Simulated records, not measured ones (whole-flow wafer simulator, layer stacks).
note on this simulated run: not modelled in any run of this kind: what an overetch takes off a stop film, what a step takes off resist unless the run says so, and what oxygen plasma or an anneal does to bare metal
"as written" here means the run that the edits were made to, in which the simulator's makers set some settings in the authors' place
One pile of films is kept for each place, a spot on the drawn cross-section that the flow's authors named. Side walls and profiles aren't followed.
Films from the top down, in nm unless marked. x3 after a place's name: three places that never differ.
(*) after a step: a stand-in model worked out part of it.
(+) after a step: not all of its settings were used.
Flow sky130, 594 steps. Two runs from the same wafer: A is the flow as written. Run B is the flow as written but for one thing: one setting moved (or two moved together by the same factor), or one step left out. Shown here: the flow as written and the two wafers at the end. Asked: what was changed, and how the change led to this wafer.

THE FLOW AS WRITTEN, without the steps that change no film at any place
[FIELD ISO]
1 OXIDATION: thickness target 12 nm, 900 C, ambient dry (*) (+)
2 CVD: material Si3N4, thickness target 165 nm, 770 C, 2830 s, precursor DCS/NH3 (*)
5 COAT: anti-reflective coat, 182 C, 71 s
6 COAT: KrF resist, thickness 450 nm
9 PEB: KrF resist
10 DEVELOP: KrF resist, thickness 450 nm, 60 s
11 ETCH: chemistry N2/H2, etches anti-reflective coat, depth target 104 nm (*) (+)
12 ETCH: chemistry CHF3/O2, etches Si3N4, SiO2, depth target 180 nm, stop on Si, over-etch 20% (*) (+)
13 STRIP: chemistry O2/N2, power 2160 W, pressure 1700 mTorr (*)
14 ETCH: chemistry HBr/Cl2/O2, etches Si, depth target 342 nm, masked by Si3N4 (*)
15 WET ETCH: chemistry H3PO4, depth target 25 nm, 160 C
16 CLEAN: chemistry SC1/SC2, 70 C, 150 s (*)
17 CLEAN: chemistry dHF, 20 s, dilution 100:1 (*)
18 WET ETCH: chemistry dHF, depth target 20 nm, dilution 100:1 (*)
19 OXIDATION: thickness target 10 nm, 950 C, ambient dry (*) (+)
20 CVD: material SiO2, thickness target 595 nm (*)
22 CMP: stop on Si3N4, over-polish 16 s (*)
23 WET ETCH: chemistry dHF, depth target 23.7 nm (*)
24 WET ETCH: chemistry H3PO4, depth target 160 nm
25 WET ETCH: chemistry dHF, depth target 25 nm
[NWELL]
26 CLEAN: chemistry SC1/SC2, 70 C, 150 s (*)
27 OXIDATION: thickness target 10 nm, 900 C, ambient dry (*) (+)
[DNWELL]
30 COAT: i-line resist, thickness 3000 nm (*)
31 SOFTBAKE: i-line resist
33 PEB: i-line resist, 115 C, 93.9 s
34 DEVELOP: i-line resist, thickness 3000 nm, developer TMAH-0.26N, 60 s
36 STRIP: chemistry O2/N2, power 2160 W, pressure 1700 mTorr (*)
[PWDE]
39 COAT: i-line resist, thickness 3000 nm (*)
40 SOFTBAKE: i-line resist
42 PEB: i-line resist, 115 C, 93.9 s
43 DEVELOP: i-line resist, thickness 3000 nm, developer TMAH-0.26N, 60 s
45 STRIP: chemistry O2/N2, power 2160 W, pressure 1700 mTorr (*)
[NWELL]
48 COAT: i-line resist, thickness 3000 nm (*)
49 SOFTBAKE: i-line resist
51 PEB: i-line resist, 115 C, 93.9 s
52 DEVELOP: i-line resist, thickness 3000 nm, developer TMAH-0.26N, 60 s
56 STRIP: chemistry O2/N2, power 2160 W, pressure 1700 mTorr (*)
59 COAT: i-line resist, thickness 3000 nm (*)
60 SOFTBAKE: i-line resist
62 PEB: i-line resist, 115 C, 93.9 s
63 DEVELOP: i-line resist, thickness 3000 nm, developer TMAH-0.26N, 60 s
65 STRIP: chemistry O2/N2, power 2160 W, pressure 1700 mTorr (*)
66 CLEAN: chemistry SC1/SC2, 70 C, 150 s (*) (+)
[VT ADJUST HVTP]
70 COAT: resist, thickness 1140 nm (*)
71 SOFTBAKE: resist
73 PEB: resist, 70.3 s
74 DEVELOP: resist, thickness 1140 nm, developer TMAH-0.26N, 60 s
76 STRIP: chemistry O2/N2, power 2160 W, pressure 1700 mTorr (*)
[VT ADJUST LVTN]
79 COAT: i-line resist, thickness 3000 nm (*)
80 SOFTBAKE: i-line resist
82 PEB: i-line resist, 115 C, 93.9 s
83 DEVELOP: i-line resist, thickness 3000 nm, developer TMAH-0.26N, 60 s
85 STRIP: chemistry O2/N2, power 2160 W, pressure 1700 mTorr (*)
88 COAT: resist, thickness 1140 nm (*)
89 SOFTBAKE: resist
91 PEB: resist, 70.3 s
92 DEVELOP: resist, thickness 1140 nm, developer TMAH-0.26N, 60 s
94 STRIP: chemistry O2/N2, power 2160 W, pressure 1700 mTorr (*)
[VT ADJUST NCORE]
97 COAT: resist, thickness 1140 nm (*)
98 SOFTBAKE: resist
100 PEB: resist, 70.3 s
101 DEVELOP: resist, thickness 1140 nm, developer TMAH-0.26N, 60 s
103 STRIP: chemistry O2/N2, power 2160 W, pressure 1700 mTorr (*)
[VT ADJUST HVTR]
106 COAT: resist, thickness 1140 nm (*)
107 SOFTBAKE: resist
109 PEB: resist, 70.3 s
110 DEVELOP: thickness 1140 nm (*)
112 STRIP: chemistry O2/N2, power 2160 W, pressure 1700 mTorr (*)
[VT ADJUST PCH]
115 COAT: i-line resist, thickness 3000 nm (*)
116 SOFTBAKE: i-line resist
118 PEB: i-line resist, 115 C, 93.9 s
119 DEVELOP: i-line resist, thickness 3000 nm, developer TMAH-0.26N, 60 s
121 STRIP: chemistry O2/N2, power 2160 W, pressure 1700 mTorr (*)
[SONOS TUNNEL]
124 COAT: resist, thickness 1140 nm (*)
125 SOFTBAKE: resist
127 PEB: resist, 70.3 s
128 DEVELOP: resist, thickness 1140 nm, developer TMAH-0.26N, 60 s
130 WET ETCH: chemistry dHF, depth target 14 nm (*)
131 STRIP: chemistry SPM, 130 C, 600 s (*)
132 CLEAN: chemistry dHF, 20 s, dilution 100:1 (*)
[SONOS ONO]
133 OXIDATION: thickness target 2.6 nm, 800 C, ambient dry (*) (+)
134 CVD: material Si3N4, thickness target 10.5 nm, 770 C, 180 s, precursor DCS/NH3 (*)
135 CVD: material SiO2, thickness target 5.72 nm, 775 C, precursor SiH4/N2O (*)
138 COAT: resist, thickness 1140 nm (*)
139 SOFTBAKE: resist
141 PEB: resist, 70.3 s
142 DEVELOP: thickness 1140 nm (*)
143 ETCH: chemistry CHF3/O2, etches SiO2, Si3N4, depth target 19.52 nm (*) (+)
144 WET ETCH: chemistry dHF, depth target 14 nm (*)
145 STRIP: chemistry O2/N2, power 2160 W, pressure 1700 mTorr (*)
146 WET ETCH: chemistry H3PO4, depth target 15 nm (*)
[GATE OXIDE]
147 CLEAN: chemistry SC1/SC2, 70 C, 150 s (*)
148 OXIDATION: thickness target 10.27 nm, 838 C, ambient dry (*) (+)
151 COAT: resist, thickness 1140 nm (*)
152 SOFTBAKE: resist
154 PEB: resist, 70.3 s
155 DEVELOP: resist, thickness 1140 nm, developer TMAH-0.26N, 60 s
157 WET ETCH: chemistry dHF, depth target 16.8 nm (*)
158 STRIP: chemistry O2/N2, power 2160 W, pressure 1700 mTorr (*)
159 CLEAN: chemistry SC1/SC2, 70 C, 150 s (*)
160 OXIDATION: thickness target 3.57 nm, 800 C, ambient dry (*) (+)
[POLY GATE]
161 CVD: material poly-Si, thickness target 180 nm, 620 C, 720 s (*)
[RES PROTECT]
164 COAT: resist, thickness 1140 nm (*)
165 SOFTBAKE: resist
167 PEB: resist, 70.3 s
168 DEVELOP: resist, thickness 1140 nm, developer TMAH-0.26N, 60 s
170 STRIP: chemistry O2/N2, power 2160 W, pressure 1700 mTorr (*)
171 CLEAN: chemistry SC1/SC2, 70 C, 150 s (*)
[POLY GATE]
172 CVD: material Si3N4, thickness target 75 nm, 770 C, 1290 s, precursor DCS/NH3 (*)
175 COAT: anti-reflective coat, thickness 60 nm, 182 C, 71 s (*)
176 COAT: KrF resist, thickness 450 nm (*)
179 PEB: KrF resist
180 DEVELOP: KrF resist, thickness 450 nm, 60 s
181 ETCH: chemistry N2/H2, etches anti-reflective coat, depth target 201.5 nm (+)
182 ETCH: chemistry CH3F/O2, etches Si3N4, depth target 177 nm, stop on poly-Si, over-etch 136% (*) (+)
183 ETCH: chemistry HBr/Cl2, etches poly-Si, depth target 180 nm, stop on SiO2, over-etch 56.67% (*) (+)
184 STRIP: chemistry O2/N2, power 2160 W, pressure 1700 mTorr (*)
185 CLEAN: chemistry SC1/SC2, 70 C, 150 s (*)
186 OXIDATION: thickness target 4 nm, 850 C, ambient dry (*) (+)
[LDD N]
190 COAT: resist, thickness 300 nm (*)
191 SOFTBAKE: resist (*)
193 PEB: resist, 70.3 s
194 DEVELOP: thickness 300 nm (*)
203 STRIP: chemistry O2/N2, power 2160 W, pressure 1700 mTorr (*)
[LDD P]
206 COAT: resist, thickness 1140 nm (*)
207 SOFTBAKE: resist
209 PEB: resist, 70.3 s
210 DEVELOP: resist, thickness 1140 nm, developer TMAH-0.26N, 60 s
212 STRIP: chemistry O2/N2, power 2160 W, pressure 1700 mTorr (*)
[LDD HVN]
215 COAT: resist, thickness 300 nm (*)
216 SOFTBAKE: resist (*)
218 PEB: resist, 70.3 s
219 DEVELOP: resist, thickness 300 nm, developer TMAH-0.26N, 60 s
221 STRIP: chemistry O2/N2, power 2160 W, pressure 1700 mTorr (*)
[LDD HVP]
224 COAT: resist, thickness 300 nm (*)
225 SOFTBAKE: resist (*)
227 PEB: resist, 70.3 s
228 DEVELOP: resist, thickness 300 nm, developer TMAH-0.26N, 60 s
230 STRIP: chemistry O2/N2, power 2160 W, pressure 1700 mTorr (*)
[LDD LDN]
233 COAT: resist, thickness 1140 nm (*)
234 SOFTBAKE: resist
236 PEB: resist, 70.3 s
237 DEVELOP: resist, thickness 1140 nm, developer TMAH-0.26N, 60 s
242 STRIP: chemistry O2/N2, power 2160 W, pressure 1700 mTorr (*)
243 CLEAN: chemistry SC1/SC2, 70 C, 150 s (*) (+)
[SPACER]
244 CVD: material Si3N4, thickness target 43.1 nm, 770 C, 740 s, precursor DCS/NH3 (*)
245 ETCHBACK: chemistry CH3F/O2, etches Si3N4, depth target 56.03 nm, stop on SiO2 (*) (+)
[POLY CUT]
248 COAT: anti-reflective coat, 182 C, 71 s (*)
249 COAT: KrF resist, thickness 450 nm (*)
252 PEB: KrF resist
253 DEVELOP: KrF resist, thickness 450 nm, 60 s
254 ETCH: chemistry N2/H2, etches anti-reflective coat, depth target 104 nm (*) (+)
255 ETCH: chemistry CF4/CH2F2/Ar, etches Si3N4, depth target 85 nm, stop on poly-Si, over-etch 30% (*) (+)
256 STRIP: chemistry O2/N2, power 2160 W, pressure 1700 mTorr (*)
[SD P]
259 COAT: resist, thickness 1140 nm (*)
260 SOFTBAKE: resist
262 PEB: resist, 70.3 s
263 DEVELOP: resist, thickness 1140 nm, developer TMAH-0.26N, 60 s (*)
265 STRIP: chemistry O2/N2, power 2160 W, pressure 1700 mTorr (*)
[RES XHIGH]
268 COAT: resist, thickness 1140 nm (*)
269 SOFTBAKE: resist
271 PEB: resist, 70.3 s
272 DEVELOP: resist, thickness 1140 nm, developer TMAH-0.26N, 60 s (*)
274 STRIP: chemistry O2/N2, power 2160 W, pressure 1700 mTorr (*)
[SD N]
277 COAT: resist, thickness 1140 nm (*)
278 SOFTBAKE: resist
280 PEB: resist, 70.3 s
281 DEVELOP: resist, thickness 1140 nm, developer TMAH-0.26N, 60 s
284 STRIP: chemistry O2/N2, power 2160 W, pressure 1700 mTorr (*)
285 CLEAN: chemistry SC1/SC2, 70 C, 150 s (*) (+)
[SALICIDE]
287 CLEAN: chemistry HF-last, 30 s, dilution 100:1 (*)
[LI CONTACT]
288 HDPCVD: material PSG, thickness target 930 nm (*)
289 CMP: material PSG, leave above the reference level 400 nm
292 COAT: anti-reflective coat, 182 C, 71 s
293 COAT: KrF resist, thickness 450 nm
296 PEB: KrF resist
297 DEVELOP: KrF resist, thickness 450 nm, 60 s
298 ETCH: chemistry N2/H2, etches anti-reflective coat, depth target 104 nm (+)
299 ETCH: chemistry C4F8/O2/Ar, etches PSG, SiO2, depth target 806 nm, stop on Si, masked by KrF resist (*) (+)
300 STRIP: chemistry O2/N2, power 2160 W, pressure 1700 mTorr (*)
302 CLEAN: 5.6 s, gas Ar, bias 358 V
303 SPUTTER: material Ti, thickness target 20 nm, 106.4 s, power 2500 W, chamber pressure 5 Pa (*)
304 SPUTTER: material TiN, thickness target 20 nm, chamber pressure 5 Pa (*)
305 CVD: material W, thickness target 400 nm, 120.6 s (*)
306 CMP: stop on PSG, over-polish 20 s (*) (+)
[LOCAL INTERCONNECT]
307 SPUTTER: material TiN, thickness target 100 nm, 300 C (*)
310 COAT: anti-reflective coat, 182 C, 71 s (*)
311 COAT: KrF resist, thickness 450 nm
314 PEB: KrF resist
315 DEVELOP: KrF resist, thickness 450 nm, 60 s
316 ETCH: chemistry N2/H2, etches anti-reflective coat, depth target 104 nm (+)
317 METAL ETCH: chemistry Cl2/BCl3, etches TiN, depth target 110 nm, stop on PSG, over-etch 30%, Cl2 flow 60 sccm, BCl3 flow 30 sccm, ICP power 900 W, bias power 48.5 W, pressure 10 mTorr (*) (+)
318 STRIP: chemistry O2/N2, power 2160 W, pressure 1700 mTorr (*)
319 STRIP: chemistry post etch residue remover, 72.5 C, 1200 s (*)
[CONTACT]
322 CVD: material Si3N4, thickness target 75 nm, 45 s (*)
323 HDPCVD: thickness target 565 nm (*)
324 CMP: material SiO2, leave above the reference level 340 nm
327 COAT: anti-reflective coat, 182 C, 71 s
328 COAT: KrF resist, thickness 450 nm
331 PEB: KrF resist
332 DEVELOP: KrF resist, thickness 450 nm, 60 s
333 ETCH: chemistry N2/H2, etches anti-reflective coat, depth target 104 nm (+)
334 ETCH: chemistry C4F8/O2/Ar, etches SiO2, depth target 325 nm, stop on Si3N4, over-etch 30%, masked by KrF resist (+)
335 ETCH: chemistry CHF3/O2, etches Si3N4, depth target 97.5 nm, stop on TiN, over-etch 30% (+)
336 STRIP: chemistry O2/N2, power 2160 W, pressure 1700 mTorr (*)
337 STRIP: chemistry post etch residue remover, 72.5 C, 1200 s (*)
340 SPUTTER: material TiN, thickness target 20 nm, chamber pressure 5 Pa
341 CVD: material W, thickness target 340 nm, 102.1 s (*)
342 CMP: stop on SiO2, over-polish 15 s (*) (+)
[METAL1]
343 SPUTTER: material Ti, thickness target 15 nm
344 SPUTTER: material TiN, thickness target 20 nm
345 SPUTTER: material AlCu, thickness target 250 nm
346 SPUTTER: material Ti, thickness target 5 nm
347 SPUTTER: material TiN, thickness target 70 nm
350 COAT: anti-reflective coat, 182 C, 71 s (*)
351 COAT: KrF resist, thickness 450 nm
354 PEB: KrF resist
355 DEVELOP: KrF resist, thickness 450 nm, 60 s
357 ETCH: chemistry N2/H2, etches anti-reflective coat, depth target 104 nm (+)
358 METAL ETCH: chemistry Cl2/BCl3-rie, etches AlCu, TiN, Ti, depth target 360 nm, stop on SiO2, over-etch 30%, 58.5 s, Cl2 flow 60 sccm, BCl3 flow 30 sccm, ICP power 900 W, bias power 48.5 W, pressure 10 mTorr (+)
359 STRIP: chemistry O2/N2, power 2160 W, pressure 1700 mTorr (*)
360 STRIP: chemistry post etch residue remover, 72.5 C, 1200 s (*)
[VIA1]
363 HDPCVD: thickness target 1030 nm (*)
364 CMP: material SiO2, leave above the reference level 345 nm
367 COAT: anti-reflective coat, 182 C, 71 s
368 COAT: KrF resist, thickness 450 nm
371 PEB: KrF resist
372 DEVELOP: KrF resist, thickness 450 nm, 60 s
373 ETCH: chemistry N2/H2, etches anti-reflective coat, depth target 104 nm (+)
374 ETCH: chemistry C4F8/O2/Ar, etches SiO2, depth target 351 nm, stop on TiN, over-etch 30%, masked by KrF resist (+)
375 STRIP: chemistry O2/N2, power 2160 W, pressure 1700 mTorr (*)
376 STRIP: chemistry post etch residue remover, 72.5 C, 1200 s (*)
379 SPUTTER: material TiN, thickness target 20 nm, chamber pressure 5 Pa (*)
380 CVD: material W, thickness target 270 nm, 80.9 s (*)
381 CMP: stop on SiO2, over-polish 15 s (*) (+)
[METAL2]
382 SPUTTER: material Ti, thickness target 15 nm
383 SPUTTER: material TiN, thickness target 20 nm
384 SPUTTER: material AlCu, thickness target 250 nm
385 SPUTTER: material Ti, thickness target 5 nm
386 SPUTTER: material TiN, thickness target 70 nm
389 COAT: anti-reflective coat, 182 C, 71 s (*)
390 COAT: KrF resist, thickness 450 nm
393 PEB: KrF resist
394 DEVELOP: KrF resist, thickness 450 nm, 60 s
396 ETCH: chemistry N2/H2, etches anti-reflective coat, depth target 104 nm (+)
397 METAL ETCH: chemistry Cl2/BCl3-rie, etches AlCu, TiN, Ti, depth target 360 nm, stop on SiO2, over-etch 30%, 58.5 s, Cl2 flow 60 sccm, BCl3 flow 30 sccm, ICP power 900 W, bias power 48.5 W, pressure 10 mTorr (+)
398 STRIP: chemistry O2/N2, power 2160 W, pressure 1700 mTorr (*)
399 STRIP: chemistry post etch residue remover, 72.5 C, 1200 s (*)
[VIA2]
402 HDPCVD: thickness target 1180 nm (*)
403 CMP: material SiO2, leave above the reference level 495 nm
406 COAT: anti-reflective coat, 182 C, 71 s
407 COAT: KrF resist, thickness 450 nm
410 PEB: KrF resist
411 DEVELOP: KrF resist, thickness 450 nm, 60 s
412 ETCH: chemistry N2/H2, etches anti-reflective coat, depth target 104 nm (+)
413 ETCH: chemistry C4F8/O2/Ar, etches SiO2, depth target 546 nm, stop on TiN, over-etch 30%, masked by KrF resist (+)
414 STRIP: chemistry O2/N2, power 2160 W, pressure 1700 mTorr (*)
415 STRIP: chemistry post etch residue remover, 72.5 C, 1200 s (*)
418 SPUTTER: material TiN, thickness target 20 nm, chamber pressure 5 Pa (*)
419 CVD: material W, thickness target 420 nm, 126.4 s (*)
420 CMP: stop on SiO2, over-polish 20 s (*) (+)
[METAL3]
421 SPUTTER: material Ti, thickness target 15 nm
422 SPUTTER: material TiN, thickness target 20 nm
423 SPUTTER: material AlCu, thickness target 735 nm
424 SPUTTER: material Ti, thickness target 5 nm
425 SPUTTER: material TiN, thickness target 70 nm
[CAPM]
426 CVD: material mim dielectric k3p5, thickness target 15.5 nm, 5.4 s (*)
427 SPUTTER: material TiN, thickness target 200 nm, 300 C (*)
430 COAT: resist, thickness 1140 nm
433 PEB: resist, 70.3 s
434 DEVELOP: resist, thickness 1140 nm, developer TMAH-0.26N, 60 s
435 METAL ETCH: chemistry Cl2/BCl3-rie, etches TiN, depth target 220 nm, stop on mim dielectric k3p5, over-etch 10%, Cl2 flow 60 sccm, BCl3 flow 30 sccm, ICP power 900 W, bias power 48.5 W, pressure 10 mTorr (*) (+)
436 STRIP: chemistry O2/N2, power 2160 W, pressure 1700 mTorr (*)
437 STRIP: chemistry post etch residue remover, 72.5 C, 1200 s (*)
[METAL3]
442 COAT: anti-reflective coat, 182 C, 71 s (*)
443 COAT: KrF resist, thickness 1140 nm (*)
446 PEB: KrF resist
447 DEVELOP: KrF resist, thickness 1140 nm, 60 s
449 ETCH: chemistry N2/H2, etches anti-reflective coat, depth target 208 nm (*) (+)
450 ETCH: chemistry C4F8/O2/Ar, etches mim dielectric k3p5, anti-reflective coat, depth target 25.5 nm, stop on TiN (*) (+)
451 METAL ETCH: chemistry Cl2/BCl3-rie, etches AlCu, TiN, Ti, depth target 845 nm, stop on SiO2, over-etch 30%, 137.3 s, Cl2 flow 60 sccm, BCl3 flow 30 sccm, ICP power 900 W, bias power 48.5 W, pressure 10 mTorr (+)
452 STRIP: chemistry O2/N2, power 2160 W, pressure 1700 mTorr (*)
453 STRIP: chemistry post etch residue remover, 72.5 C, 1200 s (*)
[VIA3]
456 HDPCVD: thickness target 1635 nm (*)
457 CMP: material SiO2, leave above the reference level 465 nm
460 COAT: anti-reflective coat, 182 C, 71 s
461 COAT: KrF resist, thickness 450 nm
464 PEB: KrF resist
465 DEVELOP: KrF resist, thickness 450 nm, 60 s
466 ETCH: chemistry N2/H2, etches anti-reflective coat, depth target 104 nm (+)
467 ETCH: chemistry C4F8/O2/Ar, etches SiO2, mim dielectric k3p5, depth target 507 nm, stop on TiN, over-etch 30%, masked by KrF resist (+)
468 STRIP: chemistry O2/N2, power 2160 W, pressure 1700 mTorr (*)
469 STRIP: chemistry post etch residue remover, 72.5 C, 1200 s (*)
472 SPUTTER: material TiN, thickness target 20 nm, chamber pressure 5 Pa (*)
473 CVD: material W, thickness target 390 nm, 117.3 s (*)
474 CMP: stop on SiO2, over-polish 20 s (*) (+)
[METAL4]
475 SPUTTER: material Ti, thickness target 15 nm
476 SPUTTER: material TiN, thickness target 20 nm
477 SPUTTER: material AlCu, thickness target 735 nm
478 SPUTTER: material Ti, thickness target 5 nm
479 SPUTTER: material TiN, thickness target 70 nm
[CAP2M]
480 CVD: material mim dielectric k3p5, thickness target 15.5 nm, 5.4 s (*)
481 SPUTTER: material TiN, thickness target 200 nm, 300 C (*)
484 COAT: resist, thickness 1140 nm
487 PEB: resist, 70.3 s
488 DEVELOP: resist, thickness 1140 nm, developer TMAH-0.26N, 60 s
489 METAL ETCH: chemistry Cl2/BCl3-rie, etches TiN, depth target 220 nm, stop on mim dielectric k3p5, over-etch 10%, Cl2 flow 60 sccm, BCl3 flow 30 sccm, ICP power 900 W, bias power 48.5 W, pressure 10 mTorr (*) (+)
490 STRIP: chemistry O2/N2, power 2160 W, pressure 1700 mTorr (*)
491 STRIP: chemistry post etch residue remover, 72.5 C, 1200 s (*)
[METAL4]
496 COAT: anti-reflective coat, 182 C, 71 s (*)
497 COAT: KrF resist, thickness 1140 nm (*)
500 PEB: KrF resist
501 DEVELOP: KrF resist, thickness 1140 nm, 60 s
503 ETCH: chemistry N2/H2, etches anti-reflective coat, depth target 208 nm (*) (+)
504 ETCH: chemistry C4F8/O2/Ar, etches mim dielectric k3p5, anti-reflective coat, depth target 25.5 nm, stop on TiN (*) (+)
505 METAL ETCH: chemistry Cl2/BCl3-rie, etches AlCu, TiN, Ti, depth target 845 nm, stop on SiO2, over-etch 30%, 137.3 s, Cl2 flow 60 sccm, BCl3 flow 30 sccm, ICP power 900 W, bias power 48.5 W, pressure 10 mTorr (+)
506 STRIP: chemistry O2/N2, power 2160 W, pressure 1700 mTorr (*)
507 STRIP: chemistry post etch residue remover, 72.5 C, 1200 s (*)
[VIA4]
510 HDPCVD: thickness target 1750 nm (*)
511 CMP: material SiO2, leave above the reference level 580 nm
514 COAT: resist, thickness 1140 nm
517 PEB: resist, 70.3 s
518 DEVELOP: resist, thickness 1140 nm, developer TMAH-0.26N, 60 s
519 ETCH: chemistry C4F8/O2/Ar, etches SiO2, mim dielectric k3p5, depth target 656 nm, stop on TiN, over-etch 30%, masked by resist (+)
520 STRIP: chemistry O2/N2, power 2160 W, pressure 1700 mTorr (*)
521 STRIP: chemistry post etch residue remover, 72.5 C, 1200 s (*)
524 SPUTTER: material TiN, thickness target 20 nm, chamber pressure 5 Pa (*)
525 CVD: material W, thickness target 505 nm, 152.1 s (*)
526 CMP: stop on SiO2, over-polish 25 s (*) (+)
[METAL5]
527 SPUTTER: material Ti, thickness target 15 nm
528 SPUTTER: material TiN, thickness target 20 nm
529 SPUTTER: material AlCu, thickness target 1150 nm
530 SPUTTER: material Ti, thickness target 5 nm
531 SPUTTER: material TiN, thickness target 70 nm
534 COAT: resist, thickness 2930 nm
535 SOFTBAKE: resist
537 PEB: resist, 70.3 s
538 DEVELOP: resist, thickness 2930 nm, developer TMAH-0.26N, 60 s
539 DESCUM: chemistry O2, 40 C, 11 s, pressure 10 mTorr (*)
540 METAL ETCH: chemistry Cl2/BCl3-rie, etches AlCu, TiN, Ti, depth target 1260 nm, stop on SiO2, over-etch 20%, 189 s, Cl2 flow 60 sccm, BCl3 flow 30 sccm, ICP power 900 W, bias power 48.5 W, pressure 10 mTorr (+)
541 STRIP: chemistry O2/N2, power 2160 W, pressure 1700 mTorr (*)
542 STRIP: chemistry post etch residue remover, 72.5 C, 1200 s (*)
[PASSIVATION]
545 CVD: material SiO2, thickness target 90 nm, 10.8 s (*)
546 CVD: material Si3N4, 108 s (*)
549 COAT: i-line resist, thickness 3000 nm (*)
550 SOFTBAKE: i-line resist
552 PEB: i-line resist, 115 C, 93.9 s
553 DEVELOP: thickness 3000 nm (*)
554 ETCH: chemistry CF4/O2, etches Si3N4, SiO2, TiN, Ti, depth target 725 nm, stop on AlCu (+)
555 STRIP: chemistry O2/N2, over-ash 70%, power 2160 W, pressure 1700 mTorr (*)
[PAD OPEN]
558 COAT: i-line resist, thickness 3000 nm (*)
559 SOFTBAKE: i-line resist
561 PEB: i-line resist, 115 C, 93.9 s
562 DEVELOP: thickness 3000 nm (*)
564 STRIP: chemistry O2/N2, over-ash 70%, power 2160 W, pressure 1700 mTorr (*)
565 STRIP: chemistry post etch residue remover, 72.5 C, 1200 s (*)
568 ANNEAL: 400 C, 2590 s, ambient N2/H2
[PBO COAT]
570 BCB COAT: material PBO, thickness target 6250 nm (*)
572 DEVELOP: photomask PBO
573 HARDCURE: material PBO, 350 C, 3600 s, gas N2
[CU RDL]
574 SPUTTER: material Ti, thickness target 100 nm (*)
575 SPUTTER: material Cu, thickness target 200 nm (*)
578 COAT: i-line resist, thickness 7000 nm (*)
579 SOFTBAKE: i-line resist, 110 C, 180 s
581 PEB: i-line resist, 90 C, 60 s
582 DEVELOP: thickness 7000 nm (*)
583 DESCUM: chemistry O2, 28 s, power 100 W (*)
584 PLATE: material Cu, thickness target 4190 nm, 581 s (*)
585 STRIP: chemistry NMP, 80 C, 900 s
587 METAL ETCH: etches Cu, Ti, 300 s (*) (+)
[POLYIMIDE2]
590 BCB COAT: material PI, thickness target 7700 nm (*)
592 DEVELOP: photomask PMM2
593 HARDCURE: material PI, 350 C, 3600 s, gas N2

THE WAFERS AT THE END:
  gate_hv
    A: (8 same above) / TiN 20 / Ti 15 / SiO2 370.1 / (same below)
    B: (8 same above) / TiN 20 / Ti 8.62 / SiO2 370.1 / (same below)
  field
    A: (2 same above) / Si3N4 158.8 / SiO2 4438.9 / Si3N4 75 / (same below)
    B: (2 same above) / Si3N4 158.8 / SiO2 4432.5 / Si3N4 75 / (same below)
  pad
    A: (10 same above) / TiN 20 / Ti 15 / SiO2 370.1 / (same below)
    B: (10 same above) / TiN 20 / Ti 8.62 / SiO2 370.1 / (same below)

The cause: step 475, SPUTTER: thickness target 8.62 nm was run, where the flow has thickness target 15 nm.
It can be read off the wafer: gate_hv has Ti 8.62, and step 475 as written asks for 15 nm.

How the change led to this, step by step:
  475 SPUTTER: material Ti, thickness target 15 nm
      field, active, n_well and 189 more: A Ti +15 (new film) | B Ti +8.62 (new film)
  505 METAL ETCH: chemistry Cl2/BCl3-rie, etches AlCu, TiN, Ti, depth target 845 nm, stop on SiO2, over-etch 30%, 137.3 s, Cl2 flow 60 sccm, BCl3 flow 30 sccm, ICP power 900 W, bias power 48.5 W, pressure 10 mTorr (+)
      field, gate, spacer and 68 more: A TiN -70 (all of it), Ti -5 (all of it), AlCu -735 (all of it), TiN -20 (all of it), Ti -15 (all of it), SiO2 -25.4 | B TiN -70 (all of it), Ti -5 (all of it), AlCu -735 (all of it), TiN -20 (all of it), Ti -8.62 (all of it), SiO2 -26
      active, vpp_iso1, mim_edge_plate and 14 more: A TiN -70 (all of it), Ti -5 (all of it), AlCu -735 (all of it), TiN -20 (all of it), Ti -15 (all of it), SiO2 -25.3 | B TiN -70 (all of it), Ti -5 (all of it), AlCu -735 (all of it), TiN -20 (all of it), Ti -8.62 (all of it), SiO2 -26
